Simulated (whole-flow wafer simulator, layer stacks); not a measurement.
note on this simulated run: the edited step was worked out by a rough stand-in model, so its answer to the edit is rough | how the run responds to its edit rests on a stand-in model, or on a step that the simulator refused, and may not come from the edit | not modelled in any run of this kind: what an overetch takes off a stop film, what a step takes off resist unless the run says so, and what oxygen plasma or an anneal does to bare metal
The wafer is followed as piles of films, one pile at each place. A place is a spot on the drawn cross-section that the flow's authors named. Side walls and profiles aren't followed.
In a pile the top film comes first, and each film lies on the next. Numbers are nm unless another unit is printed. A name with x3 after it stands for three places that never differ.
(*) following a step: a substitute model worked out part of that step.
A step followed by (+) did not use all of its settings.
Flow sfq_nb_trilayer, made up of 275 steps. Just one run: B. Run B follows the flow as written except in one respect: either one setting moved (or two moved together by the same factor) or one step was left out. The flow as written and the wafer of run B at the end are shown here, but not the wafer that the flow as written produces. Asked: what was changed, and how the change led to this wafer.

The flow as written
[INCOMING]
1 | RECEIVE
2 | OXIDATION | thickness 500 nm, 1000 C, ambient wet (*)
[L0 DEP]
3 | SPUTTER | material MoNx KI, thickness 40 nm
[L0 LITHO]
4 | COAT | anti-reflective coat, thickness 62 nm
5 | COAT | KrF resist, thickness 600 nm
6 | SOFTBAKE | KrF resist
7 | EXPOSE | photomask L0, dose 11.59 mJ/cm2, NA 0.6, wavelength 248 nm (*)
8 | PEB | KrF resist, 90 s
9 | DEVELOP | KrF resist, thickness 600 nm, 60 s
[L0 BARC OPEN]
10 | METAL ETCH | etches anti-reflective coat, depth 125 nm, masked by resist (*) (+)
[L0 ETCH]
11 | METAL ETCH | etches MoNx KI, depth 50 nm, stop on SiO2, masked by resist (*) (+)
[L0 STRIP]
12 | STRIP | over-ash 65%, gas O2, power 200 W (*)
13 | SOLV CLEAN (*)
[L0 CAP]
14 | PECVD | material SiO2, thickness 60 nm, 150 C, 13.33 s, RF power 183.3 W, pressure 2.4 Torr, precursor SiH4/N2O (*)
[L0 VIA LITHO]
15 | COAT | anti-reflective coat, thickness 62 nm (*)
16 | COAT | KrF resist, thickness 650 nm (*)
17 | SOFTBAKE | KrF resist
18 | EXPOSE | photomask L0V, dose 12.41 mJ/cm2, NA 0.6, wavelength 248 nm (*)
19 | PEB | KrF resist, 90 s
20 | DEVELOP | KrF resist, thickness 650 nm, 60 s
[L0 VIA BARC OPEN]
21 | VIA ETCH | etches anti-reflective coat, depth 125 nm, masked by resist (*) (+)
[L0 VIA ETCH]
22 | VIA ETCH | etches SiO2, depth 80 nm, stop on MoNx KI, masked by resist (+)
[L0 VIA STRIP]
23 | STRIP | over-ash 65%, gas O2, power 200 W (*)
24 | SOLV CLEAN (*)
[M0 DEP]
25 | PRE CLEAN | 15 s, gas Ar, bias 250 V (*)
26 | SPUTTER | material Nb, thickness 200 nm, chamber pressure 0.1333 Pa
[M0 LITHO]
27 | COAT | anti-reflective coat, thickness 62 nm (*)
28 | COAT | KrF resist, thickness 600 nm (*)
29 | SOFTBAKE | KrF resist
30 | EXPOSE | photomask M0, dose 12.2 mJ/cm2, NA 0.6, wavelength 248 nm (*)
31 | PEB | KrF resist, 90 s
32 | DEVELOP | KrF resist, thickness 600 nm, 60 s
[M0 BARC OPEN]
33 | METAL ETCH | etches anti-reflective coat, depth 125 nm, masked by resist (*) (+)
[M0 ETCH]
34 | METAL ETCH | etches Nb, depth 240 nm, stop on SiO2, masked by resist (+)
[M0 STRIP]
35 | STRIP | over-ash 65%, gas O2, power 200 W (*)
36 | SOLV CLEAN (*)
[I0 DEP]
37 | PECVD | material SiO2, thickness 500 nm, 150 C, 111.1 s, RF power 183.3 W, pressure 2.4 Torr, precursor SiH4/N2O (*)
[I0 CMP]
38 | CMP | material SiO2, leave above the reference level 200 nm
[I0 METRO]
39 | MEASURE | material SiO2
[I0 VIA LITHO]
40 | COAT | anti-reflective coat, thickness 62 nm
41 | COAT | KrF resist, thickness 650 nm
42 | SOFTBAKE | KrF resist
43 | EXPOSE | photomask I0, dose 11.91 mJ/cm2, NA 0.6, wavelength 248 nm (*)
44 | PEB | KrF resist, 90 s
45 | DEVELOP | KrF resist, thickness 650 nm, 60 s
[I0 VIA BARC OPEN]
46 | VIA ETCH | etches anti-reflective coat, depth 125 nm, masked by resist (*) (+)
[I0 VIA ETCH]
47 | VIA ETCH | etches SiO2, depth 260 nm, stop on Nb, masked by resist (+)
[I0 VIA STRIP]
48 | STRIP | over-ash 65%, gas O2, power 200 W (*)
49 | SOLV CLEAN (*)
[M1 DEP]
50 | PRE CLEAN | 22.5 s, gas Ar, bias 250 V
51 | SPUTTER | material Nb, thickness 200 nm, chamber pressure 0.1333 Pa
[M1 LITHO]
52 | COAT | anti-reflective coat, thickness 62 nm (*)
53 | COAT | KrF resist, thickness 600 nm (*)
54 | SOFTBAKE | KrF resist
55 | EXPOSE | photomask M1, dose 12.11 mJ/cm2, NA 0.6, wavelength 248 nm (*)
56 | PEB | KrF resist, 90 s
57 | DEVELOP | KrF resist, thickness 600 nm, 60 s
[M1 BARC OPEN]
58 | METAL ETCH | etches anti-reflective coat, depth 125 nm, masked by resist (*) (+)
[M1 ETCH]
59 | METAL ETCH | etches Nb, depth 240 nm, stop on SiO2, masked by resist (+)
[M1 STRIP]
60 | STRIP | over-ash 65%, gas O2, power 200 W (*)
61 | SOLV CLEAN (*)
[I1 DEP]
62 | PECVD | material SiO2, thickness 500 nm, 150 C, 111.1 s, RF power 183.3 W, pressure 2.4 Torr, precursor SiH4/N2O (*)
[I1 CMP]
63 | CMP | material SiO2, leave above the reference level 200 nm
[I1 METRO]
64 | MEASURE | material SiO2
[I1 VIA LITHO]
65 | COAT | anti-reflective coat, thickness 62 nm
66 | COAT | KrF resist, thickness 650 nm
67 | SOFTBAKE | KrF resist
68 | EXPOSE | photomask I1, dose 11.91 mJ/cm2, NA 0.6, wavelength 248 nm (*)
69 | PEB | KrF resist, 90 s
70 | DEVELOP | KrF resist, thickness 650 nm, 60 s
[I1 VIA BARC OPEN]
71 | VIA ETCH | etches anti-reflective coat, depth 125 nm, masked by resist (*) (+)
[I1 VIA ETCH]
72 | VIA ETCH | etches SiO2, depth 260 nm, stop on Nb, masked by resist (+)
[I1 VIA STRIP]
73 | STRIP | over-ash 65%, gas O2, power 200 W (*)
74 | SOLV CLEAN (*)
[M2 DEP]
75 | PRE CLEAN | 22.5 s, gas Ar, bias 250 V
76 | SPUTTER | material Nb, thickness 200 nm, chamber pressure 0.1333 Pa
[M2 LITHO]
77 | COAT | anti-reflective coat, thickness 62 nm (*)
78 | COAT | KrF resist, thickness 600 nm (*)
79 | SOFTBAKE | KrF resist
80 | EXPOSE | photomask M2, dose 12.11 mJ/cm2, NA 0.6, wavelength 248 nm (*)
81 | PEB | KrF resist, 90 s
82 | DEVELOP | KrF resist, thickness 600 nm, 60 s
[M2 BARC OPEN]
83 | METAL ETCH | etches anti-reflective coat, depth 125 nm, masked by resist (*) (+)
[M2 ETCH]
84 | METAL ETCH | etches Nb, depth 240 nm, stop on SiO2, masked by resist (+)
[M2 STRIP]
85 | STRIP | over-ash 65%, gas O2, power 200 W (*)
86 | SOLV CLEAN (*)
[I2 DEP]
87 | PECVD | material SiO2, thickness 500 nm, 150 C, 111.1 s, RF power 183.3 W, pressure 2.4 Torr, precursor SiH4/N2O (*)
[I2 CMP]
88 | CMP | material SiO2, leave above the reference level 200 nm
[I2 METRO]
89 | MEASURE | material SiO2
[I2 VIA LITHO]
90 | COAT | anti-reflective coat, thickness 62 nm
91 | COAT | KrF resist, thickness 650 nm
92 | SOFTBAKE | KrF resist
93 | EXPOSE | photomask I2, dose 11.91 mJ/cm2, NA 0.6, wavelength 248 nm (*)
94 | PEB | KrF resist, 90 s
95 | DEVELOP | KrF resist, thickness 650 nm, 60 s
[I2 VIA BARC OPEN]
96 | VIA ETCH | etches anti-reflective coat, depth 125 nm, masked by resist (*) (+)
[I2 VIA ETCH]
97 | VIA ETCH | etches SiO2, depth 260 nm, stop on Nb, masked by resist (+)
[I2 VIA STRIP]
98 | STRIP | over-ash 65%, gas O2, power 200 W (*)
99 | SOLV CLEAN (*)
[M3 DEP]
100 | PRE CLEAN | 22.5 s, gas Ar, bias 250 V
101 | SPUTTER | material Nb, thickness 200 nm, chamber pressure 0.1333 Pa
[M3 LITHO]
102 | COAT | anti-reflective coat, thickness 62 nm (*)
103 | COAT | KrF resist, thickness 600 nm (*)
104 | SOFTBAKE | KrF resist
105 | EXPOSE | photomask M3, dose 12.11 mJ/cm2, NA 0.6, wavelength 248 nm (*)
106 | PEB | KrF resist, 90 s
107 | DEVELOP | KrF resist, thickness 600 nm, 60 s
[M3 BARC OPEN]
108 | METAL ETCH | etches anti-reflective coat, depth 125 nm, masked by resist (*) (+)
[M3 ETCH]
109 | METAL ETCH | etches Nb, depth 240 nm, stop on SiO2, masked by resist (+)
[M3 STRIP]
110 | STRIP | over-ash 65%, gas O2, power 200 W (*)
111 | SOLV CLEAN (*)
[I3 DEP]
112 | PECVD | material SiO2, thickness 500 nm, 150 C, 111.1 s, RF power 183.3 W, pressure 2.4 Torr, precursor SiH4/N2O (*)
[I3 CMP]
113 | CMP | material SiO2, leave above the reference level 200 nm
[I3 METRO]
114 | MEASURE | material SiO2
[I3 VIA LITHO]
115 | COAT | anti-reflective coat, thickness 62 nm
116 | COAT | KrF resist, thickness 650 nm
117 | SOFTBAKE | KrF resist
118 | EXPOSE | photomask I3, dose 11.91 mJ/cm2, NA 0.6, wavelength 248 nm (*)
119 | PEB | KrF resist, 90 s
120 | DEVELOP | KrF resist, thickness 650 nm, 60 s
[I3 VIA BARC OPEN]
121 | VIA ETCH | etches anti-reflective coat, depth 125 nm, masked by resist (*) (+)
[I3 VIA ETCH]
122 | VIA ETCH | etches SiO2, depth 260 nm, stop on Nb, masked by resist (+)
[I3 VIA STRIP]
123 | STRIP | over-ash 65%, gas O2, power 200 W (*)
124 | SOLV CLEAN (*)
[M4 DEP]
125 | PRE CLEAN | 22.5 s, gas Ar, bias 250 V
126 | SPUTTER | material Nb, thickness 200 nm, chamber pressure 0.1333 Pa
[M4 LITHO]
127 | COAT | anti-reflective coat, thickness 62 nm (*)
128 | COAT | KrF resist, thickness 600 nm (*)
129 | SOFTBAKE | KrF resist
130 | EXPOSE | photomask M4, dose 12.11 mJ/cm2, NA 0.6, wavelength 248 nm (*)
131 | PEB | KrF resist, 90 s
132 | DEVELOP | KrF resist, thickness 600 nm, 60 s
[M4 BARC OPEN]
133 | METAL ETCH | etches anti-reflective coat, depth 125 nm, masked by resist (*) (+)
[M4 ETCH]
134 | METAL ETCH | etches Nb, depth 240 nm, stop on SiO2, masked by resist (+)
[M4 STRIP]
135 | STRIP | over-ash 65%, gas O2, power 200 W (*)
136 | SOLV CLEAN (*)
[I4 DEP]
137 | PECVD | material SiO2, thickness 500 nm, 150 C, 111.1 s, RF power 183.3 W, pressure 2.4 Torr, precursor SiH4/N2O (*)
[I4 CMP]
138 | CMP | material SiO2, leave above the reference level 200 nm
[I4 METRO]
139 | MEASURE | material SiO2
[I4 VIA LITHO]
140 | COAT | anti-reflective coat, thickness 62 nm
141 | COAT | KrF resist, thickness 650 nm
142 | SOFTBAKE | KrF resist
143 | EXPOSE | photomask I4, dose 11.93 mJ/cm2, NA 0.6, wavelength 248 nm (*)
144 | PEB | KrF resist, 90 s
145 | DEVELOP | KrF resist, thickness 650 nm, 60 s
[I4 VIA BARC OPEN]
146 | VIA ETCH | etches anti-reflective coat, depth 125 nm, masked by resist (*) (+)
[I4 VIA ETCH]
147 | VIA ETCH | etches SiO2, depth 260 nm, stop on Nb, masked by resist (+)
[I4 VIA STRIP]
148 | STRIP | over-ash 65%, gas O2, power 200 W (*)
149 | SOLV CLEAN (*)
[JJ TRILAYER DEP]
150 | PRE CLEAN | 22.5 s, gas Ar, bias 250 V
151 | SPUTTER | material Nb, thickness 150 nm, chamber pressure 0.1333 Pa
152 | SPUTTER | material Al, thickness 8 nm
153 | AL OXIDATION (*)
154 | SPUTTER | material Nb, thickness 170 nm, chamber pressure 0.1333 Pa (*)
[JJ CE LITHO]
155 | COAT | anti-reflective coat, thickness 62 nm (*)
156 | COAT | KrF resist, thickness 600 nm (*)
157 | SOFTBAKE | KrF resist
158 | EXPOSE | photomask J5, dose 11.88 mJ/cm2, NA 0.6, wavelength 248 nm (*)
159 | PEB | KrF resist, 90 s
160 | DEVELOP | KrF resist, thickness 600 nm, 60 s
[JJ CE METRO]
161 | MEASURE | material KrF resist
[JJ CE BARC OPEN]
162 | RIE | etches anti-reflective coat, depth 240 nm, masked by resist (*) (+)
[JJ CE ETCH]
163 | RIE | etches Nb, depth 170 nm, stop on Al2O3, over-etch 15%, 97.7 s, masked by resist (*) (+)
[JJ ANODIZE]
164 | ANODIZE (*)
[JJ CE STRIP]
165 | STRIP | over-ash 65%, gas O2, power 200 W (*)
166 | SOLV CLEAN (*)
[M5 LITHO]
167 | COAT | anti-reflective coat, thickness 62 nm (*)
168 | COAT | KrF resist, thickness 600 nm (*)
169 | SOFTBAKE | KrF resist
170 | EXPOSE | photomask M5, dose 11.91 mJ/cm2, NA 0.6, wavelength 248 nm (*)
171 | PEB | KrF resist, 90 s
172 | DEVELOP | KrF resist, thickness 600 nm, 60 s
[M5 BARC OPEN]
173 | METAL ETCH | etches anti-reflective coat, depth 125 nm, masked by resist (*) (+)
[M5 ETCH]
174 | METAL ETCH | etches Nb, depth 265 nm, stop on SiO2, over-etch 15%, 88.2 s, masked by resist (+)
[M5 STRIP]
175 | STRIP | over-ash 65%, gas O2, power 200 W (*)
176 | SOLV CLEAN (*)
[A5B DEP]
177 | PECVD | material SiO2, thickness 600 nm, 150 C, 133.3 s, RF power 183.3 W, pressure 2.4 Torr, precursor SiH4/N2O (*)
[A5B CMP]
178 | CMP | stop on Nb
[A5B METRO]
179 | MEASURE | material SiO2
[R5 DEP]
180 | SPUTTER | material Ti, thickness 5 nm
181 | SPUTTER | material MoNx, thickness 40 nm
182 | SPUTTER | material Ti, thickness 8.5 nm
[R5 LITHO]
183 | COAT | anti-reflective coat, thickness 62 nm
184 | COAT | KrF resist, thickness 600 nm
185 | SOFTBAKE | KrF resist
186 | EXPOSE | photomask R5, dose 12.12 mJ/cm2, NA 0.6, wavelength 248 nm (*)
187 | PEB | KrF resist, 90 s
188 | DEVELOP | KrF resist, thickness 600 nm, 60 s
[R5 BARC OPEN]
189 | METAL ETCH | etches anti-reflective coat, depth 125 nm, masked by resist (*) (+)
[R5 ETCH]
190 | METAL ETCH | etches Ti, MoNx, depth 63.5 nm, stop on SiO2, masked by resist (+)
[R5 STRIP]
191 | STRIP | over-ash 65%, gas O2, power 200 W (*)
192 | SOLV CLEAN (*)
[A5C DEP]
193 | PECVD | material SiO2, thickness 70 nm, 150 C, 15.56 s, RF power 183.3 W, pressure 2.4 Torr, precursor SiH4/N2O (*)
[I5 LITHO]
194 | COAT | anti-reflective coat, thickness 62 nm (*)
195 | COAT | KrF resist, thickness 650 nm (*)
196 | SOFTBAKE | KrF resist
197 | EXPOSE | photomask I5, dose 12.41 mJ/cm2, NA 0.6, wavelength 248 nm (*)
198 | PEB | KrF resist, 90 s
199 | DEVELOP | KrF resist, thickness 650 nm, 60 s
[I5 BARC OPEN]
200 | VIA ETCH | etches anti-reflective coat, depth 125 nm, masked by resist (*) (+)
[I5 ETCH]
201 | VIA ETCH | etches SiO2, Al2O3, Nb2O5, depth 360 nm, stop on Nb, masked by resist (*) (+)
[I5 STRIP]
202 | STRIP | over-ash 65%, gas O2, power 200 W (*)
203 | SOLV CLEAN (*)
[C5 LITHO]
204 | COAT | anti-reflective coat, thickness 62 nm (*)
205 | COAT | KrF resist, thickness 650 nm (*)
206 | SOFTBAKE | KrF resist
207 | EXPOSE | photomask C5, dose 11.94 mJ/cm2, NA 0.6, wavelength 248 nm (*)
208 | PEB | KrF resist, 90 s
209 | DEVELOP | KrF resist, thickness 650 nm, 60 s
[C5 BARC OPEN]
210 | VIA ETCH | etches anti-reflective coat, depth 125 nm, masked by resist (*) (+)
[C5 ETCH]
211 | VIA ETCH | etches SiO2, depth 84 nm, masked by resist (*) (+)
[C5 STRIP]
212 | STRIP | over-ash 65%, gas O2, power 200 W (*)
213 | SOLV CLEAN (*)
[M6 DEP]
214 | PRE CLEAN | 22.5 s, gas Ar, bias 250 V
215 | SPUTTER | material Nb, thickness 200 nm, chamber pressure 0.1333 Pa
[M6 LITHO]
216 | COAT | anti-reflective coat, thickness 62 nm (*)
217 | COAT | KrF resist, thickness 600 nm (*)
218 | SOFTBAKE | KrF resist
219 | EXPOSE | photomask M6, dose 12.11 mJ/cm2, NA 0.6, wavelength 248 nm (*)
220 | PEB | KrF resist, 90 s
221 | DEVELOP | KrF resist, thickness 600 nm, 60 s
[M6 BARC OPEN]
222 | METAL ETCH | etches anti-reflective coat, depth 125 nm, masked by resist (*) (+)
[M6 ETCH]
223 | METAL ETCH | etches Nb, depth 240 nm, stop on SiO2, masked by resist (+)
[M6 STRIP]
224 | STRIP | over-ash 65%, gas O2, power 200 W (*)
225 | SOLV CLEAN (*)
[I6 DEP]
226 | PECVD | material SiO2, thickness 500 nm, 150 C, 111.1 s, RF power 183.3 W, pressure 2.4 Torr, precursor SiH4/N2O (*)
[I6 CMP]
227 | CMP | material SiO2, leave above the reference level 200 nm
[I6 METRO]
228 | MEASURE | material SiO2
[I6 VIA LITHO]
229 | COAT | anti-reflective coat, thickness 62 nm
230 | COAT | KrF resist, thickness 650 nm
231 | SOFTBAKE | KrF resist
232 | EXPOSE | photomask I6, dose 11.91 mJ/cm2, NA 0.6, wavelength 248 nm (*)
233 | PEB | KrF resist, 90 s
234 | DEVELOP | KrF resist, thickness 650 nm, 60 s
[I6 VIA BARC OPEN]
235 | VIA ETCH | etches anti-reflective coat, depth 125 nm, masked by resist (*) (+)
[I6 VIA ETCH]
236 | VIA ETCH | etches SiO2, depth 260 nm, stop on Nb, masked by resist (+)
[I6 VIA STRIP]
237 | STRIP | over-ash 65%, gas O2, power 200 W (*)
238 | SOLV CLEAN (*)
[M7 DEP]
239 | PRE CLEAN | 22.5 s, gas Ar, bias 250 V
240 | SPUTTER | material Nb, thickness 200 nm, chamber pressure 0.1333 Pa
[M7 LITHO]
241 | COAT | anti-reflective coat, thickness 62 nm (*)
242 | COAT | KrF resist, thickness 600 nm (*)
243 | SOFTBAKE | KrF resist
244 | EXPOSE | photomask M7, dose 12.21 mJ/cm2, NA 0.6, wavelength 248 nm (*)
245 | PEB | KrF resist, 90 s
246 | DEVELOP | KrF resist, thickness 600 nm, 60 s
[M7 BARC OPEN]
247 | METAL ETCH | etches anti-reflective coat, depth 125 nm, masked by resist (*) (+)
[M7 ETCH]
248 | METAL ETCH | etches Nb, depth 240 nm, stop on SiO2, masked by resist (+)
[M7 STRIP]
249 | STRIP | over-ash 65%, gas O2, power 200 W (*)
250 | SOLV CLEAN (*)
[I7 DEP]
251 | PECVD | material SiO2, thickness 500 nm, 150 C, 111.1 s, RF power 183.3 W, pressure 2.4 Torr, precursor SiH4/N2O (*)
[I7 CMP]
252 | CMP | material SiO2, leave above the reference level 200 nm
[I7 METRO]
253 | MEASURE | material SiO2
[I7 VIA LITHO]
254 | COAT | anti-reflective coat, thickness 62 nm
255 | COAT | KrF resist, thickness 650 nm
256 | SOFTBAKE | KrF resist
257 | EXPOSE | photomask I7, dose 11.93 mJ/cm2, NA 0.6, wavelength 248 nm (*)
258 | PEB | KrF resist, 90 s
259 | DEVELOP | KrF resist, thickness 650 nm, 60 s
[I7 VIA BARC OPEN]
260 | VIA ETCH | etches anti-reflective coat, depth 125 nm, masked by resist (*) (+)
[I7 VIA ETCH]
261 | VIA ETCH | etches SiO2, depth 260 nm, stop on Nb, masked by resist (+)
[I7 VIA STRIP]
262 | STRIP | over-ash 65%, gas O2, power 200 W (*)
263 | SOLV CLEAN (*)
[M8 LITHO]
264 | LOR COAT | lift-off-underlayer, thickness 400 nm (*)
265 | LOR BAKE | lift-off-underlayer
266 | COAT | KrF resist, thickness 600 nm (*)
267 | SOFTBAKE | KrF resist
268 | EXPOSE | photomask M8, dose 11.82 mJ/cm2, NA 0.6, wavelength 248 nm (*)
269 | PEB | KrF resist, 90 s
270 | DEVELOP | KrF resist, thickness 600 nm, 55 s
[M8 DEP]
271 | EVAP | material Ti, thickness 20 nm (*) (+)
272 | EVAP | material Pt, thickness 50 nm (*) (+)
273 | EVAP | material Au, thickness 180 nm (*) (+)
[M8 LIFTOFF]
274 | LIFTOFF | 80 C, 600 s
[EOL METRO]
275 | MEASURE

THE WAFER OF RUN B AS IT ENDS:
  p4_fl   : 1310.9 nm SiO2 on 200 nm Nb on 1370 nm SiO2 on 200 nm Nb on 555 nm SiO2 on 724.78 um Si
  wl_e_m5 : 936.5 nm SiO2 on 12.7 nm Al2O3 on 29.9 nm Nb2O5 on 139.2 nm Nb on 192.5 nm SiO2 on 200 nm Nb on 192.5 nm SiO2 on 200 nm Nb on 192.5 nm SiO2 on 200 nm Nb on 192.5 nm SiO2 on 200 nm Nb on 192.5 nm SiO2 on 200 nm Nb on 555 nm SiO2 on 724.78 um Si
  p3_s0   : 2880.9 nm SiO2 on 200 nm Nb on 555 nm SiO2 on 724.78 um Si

What caused this: step 226, PECVD: thickness 235 nm was run, while the flow as written has thickness 500 nm; step 226, PECVD: 52.22 s was run, where the flow has 111.1 s.

Step by step, how the change led to this:
  226 | PECVD | material SiO2, thickness 500 nm, 150 C, 111.1 s, RF power 183.3 W, pressure 2.4 Torr, precursor SiH4/N2O (*)
      field_l, p4_fl, p4_fm and 62 more: +235 SiO2 (as written it would have been: +500 SiO2)
      v_sur, via_wl, via_w and 21 more: +235 SiO2 (new film) (as written it would have been: +500 SiO2 (new film))
      (also at 17 further places)
  227 | CMP | material SiO2, leave above the reference level 200 nm
      field_l, p4_fl, p4_fm and 59 more: nothing (as written it would have been: -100 SiO2)
      moat, field_r, lsp_l, ln_m5, lsp_m: nothing (as written it would have been: -93.6 SiO2)
      (also at 39 further places)
  229 | COAT | anti-reflective coat, thickness 62 nm
      p3_s1, p3_l3, p3_s3, p3_l4, p3_s4, p3_l5: +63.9 anti-reflective coat (new film) (as written it would have been: +62 anti-reflective coat (new film))
      m0r_space_l, m0r_space_r, m7r_space_l, m7r_space_r: +81.1 anti-reflective coat (new film) (as written it would have been: +62 anti-reflective coat (new film))
      (also at 83 further places)
  230 | COAT | KrF resist, thickness 650 nm
      lsp_r, l0v, wl_b_sl, m0r_space_l, m0r_space_r, m7r_space_l, m7r_space_r: +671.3 KrF resist (new film) (as written it would have been: +650 KrF resist (new film))
      m0r_line_l, m0r_line_r, m7r_line_l, m7r_line_r: +682.6 KrF resist (new film) (as written it would have been: +650 KrF resist (new film))
      (also at 70 further places)
  234 | DEVELOP | KrF resist, thickness 650 nm, 60 s
      via_v: -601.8 KrF resist (all of it) (as written it would have been: -648.6 KrF resist (all of it))
  235 | VIA ETCH | etches anti-reflective coat, depth 125 nm, masked by resist (*) (+)
      field_l, v_sur, via_wl and 102 more: -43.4 KrF resist (as written it would have been: -51.7 KrF resist)
      via_v: -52 anti-reflective coat (all of it), -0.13 SiO2 (as written it would have been: -62 anti-reflective coat (all of it), -0.16 SiO2)
  237 | STRIP | over-ash 65%, gas O2, power 200 W (*)
      m0r_line_l, m0r_line_r, m7r_line_l, m7r_line_r: -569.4 KrF resist (all of it), -61.8 anti-reflective coat (all of it) (as written it would have been: -528.6 KrF resist (all of it), -62 anti-reflective coat (all of it))
      m0r_space_l, m0r_space_r, m7r_space_l, m7r_space_r: -558.1 KrF resist (all of it), -81.1 anti-reflective coat (all of it) (as written it would have been: -528.6 KrF resist (all of it), -62 anti-reflective coat (all of it))
      (also at 93 further places)
  240 | SPUTTER | material Nb, thickness 200 nm, chamber pressure 0.1333 Pa
      lsp_r, l0_sur, l0v: +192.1 Nb (new film) (as written it would have been: +200 Nb (new film))
      be: +132.4 Nb (new film) (as written it would have been: +200 Nb (new film))
      (also at 4 further places)
  241 | COAT | anti-reflective coat, thickness 62 nm (*)
      p3_s1, p3_l3, p3_s3, p3_l4, p3_s4, p3_l5: +63.8 anti-reflective coat (new film) (as written it would have been: +62 anti-reflective coat (new film))
      p4_fl, wl_d_sr, wl_e_m5: +65.9 anti-reflective coat (new film) (as written it would have been: +62 anti-reflective coat (new film))
      (also at 85 further places)
  242 | COAT | KrF resist, thickness 600 nm (*)
      wl_c_sl, wl_f_sl: +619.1 KrF resist (new film) (as written it would have been: +600 KrF resist (new film))
      m0r_line_l, m7r_line_l: +629.7 KrF resist (new film) (as written it would have been: +600 KrF resist (new film))
      (also at 77 further places)
  246 | DEVELOP | KrF resist, thickness 600 nm, 60 s
      m0r_space_l, m7r_space_l: -621 KrF resist (all of it) (as written it would have been: -598.7 KrF resist (all of it))
      m0r_space_r, m7r_space_r: -620.2 KrF resist (all of it) (as written it would have been: -598.7 KrF resist (all of it))
      (also at 36 further places)
  247 | METAL ETCH | etches anti-reflective coat, depth 125 nm, masked by resist (*) (+)
      m5r_linepad_l, m5r_linepad_r, m8r_pad_l, m8r_pad_r: -125 anti-reflective coat (as written it would have been: -62 anti-reflective coat (all of it))
      v_sur, via_wl, via_w and 38 more: -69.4 KrF resist (as written it would have been: -51.7 KrF resist)
      (also at 51 further places)
  248 | METAL ETCH | etches Nb, depth 240 nm, stop on SiO2, masked by resist (+)
      m5r_linepad_l, m5r_linepad_r: -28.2 anti-reflective coat (all of it), -200 Nb (all of it) (as written it would have been: -200 Nb (all of it))
      m8r_pad_l, m8r_pad_r: -3.91 anti-reflective coat (all of it), -200 Nb (all of it) (as written it would have been: -200 Nb (all of it))
      (also at 2 further places)
  249 | STRIP | over-ash 65%, gas O2, power 200 W (*)
      v_sur: -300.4 KrF resist (all of it), -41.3 anti-reflective coat (all of it) (as written it would have been: -379.9 KrF resist (all of it), -61.4 anti-reflective coat (all of it))
      via_wl: -302.8 KrF resist (all of it), -50.2 anti-reflective coat (all of it) (as written it would have been: -379.3 KrF resist (all of it), -61.3 anti-reflective coat (all of it))
      (also at 39 further places)
  251 | PECVD | material SiO2, thickness 500 nm, 150 C, 111.1 s, RF power 183.3 W, pressure 2.4 Torr, precursor SiH4/N2O (*)
      wl_c_sl, m6r_space_l, m6r_space_r: +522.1 SiO2 (as written it would have been: +500 SiO2)
      be: +343.4 SiO2 (new film) (as written it would have been: +500 SiO2 (new film))
      (also at 2 further places)
  252 | CMP | material SiO2, leave above the reference level 200 nm
      field_l, p4_fl, p4_fm and 53 more: nothing (as written it would have been: -100 SiO2)
      field_r, lsp_l: nothing (as written it would have been: -77.7 SiO2)
      (also at 23 further places)
  ... another 8 steps ...
  274 | LIFTOFF | 80 C, 600 s
      m5r_line_l, m5r_line_r: -180 Au (all of it), -50 Pt (all of it), -20 Ti (all of it), -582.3 KrF resist (all of it), -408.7 lift-off-underlayer (all of it) (as written it would have been: -180 Au (all of it), -50 Pt (all of it), -20 Ti (all of it), -576.2 KrF resist (all of it), -400 lift-off-underlayer (all of it))
      m5r_space_l, m5r_space_r: -180 Au (all of it), -50 Pt (all of it), -20 Ti (all of it), -577.8 KrF resist (all of it), -415 lift-off-underlayer (all of it) (as written it would have been: -180 Au (all of it), -50 Pt (all of it), -20 Ti (all of it), -576.2 KrF resist (all of it), -400 lift-off-underlayer (all of it))
      (also at 51 further places)
